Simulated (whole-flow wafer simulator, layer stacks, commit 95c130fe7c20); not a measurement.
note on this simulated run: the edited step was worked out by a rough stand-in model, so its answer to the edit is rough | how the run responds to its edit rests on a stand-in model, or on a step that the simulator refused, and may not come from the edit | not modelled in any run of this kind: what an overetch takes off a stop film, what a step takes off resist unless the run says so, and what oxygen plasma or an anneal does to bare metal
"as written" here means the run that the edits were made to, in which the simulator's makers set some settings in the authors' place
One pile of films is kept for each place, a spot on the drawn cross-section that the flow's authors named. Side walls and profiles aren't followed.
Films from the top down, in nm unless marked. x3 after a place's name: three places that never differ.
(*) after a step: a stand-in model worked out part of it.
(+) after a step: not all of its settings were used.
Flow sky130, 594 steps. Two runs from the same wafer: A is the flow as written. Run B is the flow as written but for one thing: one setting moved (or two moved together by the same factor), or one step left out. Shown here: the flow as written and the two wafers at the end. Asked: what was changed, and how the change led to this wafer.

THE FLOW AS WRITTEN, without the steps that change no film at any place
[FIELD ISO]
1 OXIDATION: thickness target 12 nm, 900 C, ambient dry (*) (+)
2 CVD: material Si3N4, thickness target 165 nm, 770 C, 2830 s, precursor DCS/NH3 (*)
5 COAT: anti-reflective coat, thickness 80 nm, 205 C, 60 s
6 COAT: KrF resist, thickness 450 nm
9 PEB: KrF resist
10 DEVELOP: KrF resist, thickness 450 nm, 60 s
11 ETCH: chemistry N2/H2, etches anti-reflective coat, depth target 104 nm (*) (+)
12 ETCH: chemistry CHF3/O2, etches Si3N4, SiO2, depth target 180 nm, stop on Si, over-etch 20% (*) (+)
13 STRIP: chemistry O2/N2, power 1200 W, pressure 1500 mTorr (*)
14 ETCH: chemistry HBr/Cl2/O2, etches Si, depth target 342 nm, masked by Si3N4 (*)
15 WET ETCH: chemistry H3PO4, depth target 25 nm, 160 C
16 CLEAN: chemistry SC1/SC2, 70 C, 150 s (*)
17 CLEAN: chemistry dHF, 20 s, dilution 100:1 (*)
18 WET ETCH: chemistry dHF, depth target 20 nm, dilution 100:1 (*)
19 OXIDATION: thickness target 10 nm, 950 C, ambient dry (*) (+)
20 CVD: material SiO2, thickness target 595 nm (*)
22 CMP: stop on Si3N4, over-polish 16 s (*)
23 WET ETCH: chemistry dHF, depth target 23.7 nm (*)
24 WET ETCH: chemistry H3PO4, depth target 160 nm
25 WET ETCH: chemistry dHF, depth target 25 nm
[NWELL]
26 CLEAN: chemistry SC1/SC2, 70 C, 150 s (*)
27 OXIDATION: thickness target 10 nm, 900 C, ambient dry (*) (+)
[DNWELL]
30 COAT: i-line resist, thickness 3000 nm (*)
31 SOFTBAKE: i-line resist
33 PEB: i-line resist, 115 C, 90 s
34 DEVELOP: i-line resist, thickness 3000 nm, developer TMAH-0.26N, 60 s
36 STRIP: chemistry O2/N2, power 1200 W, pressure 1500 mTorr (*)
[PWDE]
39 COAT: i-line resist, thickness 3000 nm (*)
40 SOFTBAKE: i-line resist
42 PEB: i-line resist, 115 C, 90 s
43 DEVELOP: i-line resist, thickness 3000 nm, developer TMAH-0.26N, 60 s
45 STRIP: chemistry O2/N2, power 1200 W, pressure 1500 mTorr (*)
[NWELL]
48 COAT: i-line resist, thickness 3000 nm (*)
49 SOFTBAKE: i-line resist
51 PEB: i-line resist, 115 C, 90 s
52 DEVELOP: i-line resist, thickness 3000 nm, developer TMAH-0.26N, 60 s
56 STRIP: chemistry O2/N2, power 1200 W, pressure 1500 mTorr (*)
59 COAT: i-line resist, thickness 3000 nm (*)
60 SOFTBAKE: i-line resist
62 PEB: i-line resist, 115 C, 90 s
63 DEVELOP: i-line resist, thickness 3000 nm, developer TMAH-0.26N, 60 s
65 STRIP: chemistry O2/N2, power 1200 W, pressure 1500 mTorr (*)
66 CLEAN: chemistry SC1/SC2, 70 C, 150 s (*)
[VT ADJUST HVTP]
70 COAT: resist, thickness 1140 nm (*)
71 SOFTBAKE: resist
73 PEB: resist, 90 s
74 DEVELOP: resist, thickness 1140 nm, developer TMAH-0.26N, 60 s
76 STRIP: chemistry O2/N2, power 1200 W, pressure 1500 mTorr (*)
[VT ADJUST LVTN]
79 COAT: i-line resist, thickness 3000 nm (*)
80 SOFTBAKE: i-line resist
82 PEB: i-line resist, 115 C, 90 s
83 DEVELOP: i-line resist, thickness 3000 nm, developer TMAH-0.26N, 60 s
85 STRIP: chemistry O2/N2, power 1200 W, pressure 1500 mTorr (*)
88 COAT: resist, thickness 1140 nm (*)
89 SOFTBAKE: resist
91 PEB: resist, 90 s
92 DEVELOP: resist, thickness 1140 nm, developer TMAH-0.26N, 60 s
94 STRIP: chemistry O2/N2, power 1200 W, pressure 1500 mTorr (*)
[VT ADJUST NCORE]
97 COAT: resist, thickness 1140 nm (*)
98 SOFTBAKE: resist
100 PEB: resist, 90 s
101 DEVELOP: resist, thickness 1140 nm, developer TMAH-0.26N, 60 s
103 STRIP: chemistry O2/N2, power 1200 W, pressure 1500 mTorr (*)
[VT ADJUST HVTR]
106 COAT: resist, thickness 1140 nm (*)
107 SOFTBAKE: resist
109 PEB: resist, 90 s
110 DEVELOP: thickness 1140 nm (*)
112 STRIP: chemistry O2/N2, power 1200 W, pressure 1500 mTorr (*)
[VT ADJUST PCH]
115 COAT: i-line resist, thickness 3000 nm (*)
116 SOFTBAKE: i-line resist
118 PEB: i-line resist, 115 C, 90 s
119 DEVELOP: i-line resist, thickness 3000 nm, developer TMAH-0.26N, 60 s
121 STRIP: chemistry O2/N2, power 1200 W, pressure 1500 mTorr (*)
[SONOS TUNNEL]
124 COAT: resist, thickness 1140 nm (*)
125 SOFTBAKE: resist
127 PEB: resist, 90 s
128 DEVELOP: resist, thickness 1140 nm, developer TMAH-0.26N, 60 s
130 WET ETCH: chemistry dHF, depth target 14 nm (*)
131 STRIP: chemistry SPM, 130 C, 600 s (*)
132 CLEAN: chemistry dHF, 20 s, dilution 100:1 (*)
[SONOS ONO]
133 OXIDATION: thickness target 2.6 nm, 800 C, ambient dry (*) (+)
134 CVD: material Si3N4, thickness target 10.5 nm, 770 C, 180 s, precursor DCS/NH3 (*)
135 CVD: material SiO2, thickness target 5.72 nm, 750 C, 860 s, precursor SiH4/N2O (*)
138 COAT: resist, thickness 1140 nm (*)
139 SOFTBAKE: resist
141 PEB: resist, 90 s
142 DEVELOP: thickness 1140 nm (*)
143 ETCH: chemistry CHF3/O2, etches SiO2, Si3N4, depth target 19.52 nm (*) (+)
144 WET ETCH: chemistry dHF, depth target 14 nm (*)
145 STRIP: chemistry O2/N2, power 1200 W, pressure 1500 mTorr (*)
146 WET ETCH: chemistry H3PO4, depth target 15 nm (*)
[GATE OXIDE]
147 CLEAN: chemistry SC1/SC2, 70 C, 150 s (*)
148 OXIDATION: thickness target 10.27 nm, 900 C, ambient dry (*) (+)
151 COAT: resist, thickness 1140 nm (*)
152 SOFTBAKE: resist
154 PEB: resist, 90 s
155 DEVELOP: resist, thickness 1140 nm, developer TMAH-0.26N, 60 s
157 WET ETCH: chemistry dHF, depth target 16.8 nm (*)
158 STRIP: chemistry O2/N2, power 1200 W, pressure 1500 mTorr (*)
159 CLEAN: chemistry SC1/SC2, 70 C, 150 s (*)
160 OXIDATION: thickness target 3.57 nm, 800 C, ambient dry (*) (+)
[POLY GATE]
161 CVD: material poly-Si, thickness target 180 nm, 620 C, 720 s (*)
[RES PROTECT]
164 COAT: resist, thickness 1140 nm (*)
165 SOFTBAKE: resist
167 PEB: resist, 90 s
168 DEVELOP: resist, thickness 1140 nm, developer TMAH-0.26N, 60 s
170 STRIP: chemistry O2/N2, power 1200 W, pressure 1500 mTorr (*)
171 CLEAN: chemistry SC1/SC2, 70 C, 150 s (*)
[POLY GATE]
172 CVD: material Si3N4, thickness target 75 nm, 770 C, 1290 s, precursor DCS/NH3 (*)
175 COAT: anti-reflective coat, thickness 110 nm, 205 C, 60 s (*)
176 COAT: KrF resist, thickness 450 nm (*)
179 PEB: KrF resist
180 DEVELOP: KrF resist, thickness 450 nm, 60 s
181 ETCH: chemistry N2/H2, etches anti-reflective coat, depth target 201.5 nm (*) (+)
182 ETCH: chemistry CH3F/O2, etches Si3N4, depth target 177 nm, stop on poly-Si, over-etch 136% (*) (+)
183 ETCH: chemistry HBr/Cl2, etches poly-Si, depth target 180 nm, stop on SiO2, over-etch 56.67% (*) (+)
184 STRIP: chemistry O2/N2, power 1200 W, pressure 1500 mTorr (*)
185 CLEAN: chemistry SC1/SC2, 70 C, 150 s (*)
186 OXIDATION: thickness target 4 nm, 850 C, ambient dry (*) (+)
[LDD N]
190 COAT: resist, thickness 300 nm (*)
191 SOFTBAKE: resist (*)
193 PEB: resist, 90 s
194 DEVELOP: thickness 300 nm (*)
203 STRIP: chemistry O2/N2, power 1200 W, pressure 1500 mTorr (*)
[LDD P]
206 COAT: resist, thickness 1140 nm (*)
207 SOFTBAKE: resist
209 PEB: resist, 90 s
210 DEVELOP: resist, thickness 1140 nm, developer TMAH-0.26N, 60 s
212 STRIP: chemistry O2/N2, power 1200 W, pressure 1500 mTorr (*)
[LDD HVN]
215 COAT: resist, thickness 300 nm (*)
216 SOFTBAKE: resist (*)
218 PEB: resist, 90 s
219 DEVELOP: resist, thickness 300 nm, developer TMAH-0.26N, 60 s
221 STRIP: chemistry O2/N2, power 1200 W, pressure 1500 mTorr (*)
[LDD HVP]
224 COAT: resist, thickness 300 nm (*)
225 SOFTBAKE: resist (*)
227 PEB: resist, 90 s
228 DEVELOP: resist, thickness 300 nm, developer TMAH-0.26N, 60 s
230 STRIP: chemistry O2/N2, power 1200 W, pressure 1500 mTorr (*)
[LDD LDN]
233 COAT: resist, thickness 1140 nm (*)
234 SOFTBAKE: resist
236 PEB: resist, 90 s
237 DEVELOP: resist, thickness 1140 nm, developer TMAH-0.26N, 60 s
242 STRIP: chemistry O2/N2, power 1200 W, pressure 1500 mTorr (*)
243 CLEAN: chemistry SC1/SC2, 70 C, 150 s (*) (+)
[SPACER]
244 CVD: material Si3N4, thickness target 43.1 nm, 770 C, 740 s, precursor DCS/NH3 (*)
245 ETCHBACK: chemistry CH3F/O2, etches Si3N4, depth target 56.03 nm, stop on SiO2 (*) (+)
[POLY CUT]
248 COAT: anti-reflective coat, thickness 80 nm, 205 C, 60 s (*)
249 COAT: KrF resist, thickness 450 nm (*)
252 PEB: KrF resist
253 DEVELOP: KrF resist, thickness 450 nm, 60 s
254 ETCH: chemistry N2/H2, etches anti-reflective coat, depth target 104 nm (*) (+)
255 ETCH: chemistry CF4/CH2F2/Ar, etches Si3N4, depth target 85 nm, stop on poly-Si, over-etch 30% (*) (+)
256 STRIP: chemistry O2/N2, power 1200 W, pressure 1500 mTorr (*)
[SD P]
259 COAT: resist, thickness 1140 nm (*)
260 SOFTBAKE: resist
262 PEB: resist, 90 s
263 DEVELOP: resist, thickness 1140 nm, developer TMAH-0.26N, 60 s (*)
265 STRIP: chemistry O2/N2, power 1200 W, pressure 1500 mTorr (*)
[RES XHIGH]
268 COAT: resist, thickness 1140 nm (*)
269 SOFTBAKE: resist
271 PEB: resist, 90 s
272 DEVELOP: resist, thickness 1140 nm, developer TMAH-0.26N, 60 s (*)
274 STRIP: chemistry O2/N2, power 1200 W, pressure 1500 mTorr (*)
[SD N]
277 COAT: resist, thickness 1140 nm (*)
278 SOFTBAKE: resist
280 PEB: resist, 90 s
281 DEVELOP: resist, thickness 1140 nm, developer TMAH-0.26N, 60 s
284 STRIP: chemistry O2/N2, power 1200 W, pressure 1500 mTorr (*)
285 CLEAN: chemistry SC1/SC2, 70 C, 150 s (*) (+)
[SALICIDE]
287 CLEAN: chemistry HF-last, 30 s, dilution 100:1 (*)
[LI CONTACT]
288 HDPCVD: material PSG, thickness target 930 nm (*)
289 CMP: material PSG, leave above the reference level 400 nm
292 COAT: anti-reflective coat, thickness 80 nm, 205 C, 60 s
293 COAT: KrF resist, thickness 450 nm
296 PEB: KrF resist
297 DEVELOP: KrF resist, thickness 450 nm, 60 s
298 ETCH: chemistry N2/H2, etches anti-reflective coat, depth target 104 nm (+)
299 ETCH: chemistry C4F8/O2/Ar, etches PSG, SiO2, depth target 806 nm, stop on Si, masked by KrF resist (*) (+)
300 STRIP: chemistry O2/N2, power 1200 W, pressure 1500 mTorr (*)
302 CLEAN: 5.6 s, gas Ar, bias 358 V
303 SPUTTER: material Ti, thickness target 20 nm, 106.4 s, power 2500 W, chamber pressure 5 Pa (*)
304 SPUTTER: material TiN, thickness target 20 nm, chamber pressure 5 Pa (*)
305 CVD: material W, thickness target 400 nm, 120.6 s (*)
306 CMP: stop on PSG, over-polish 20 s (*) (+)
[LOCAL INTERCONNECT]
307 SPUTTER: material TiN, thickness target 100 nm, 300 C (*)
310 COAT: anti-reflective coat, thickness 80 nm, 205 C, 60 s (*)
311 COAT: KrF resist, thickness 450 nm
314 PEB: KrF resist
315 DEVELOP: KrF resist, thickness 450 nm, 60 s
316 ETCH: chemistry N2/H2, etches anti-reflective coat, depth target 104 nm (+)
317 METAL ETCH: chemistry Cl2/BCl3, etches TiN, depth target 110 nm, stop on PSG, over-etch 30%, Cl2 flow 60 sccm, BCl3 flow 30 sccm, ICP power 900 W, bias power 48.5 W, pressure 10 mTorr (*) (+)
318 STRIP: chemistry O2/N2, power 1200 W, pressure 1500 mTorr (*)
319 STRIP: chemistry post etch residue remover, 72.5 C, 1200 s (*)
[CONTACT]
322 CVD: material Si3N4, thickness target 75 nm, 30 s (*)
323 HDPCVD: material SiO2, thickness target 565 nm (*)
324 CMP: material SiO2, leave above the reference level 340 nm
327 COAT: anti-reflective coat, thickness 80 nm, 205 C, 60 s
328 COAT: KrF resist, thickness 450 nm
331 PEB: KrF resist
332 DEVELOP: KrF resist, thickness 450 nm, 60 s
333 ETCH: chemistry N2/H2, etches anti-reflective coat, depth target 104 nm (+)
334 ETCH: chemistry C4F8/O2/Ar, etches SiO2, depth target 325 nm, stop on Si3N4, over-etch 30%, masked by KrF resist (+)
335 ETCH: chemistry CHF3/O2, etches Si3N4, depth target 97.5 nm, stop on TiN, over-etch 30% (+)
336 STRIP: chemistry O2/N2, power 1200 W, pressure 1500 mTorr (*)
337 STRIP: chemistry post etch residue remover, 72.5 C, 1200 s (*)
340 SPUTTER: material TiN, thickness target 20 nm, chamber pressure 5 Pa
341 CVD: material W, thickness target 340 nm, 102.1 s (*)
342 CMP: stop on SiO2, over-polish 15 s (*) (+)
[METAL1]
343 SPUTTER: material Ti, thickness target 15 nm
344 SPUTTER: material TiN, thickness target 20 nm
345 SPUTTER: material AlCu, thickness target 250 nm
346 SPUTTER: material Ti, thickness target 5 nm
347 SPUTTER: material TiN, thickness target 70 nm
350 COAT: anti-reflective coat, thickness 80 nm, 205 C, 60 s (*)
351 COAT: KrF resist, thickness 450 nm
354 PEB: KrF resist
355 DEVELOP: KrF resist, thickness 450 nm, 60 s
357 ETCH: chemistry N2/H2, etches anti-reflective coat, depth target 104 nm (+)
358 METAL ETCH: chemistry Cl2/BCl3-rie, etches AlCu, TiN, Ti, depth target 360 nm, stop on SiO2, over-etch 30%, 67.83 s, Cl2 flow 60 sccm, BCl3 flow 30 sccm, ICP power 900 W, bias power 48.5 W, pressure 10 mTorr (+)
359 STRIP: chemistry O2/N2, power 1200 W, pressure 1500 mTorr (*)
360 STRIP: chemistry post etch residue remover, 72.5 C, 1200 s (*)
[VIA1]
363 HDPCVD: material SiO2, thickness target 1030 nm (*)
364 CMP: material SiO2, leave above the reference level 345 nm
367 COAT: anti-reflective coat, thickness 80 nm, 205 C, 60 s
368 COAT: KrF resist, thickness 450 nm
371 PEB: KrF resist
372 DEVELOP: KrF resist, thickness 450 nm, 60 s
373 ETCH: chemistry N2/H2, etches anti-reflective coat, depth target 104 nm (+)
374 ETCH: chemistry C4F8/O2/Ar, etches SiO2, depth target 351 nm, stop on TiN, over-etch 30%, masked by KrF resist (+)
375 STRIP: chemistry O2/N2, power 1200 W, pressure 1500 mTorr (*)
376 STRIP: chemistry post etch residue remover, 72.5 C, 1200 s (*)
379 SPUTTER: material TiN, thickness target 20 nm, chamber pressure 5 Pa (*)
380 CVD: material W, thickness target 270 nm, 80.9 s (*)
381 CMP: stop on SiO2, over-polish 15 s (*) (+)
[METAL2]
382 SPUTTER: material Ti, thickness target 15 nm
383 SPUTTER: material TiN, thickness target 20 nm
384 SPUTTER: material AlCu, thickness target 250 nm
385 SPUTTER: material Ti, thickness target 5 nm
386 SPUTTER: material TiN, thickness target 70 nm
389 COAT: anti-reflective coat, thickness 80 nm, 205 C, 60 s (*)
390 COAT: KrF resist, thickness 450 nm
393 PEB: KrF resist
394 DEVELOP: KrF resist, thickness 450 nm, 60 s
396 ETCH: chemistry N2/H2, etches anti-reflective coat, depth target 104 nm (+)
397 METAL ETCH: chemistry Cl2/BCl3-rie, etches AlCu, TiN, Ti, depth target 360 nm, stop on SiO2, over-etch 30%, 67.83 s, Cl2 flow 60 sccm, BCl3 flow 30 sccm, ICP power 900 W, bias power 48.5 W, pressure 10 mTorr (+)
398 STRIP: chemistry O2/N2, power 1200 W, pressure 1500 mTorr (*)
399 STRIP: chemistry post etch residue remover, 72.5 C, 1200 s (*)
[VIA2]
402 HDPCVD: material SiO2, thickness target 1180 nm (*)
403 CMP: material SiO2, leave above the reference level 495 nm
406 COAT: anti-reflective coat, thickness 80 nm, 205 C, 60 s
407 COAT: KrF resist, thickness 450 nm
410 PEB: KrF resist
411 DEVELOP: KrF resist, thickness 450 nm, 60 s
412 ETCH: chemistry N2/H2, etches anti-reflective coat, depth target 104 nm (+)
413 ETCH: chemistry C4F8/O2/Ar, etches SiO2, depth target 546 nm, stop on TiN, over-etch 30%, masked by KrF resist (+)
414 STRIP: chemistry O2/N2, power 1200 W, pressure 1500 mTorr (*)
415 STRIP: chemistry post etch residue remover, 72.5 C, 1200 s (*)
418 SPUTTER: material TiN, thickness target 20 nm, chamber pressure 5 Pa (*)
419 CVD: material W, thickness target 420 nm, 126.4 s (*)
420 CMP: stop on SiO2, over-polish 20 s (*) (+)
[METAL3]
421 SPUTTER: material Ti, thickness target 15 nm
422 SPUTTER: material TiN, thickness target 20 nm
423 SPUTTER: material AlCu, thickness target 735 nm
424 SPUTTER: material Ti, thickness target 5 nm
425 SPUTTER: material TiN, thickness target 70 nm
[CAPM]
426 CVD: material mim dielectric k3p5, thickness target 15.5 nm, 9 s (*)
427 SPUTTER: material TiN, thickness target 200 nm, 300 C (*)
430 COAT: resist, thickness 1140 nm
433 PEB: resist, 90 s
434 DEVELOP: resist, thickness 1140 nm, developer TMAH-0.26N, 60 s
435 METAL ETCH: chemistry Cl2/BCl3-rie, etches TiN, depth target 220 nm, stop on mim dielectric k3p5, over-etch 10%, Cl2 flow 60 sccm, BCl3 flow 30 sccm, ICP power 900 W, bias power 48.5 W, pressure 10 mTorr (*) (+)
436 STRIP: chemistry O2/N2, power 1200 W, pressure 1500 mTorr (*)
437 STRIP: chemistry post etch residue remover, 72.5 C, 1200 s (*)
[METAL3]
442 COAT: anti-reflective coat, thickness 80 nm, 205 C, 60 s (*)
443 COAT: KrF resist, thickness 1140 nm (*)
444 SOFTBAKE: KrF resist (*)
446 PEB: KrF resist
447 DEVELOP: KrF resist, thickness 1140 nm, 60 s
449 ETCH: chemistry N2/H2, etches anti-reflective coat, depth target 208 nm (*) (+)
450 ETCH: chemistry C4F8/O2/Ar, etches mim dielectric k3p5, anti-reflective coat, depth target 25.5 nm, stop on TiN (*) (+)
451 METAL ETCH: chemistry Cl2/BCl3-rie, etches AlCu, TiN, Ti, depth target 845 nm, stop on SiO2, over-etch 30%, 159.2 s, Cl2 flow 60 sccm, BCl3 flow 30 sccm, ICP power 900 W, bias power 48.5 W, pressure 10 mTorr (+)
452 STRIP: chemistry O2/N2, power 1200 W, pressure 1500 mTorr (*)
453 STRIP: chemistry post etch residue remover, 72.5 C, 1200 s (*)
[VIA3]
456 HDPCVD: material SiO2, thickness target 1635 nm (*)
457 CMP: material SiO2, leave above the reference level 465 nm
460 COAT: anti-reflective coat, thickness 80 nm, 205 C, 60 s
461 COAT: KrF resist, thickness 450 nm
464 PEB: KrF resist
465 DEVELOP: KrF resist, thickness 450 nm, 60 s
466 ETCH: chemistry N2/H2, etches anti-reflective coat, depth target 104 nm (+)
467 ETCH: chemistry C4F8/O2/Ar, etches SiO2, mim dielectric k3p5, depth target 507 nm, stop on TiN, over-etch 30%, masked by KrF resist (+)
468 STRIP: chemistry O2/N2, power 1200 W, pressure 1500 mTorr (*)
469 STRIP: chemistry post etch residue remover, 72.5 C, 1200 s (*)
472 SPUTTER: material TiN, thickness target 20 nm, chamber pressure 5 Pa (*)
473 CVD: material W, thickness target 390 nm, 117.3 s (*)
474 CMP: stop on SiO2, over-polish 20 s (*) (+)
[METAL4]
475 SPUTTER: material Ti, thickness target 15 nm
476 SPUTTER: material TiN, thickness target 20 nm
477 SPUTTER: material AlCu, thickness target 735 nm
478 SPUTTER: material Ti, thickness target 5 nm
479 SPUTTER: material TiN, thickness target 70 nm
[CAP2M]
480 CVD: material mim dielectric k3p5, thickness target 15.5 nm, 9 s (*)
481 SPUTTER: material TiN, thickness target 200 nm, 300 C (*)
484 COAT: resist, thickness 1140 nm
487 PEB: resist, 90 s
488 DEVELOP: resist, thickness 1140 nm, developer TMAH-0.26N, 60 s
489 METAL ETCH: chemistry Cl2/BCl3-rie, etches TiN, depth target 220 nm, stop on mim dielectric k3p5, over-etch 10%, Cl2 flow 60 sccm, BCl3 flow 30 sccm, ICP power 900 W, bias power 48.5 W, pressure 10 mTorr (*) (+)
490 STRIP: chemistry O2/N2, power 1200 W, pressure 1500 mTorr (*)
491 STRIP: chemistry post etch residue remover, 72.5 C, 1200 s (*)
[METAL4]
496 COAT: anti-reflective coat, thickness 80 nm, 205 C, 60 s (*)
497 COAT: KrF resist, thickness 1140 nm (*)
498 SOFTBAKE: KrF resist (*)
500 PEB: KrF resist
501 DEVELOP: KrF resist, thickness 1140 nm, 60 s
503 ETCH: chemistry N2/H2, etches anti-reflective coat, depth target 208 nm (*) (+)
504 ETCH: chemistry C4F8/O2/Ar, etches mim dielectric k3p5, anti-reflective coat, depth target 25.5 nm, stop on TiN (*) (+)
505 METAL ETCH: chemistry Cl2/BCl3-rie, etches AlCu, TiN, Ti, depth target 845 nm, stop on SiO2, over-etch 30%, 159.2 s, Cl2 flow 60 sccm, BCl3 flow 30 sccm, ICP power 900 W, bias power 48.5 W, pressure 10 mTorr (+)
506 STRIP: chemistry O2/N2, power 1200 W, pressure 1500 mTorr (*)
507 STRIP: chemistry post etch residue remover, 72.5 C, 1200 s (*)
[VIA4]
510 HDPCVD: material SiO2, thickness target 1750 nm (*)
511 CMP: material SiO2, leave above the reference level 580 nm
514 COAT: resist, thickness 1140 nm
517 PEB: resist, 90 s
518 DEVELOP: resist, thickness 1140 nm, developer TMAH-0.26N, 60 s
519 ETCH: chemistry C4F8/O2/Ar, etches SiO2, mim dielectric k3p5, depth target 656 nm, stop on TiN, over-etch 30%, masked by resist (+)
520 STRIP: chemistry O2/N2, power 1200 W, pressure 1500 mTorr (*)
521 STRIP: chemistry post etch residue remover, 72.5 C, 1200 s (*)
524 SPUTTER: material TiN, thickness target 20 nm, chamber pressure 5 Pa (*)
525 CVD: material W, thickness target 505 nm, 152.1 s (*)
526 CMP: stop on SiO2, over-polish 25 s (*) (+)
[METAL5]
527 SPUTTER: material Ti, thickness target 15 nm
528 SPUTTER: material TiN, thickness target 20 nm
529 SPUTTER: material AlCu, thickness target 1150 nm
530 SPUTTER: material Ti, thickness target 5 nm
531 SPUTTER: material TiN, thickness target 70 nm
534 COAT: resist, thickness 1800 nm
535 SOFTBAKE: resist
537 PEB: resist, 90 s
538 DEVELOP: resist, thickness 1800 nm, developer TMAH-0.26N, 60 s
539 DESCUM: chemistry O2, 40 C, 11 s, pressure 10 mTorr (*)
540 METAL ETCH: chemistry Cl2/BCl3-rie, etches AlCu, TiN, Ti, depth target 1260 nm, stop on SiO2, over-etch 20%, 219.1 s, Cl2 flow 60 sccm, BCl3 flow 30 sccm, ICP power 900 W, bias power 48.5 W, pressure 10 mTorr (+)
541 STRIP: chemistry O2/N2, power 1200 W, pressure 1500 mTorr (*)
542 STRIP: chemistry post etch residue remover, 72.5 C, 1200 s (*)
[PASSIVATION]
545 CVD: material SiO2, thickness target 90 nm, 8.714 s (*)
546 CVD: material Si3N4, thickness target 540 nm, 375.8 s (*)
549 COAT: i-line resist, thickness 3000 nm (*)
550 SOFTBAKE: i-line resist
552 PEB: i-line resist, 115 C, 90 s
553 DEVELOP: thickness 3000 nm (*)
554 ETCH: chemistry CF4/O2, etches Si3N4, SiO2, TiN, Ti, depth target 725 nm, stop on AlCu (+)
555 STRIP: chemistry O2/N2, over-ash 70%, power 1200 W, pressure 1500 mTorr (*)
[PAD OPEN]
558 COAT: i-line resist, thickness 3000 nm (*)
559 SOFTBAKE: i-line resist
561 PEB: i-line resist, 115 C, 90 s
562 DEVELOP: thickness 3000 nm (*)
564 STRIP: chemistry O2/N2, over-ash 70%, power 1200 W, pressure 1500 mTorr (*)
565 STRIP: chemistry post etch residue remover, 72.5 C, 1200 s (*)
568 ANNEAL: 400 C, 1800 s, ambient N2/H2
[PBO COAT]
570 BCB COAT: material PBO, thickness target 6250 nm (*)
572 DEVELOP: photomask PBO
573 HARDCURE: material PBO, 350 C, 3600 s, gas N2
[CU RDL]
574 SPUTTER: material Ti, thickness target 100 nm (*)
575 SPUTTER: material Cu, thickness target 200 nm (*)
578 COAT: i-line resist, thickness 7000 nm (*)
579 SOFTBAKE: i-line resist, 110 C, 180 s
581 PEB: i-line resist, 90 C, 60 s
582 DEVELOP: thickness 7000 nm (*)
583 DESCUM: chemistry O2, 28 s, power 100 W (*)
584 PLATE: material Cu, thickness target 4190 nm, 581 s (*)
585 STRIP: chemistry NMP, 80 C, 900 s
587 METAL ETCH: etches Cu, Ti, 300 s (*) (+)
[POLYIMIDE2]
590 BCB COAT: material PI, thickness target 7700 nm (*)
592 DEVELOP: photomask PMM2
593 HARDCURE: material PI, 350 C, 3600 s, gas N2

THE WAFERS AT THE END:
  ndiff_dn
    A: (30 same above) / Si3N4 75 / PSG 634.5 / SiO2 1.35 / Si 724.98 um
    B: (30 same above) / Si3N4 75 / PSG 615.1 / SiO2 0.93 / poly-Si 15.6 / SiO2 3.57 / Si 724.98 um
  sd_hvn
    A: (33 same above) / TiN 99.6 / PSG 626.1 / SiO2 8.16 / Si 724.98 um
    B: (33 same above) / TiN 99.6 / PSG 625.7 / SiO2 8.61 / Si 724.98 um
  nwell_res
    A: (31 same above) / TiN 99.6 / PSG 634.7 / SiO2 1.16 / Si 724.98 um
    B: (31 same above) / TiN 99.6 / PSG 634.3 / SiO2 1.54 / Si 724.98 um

The cause: step 183, ETCH: depth target 126 nm was run, where the flow has depth target 180 nm.

How the change led to this, step by step:
  183 ETCH: chemistry HBr/Cl2, etches poly-Si, depth target 180 nm, stop on SiO2, over-etch 56.67% (*) (+)
      dnw_fox: A poly-Si -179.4 (all of it), SiO2 -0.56 | B poly-Si -179.4 (all of it)
      ndiff_dn: A poly-Si -215.1 (all of it), SiO2 -0.33 | B poly-Si -197.4
      (and at 77 more places)
  184 STRIP: chemistry O2/N2, power 1200 W, pressure 1500 mTorr (*)
      ndiff_dn: A nothing | B chemical SiO2 +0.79 (new film), poly-Si -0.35
      dice_street, grade_field_poly: A KrF resist -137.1 (all of it), anti-reflective coat -110 (all of it) | B KrF resist -165.3 (all of it), anti-reflective coat -110 (all of it)
      (and at 75 more places)
  186 OXIDATION: thickness target 4 nm, 850 C, ambient dry (*) (+)
      ndiff_dn: A SiO2 +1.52, Si -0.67 | B SiO2 +4 (new film), chemical SiO2 -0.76 (all of it), poly-Si -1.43
  190 COAT: resist, thickness 300 nm (*)
      ndiff_dn: A resist +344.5 (new film) | B resist +328.5 (new film)
  193 PEB: resist, 90 s
      ndiff_dn: A resist -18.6 | B resist -17.7
  203 STRIP: chemistry O2/N2, power 1200 W, pressure 1500 mTorr (*)
      ndiff_dn: A resist -325.9 (all of it) | B resist -310.8 (all of it)
  215 COAT: resist, thickness 300 nm (*)
      ndiff_dn: A resist +344.5 (new film) | B resist +328.5 (new film)
  218 PEB: resist, 90 s
      ndiff_dn: A resist -18.6 | B resist -17.7
  221 STRIP: chemistry O2/N2, power 1200 W, pressure 1500 mTorr (*)
      ndiff_dn: A resist -325.9 (all of it) | B resist -310.8 (all of it)
  224 COAT: resist, thickness 300 nm (*)
      ndiff_dn: A resist +344.5 (new film) | B resist +328.5 (new film)
  227 PEB: resist, 90 s
      ndiff_dn: A resist -18.6 | B resist -17.7
  230 STRIP: chemistry O2/N2, power 1200 W, pressure 1500 mTorr (*)
      ndiff_dn: A resist -325.9 (all of it) | B resist -310.8 (all of it)
  248 COAT: anti-reflective coat, thickness 80 nm, 205 C, 60 s (*)
      gate_p_g5v0: A anti-reflective coat +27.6 (new film) | B anti-reflective coat +28.2 (new film)
      ndiff_dn: A anti-reflective coat +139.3 (new film) | B anti-reflective coat +131.3 (new film)
      (and at 1 more place)
  256 STRIP: chemistry O2/N2, power 1200 W, pressure 1500 mTorr (*)
      gate_p_g5v0: A KrF resist -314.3 (all of it), anti-reflective coat -27.6 (all of it) | B KrF resist -314 (all of it), anti-reflective coat -28.2 (all of it)
      ndiff_dn: A KrF resist -330.1 (all of it), anti-reflective coat -139.3 (all of it) | B KrF resist -329.4 (all of it), anti-reflective coat -131.3 (all of it)
      (and at 2 more places)
  289 CMP: material PSG, leave above the reference level 400 nm
      ndiff_dn: A PSG -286 | B PSG -305.5
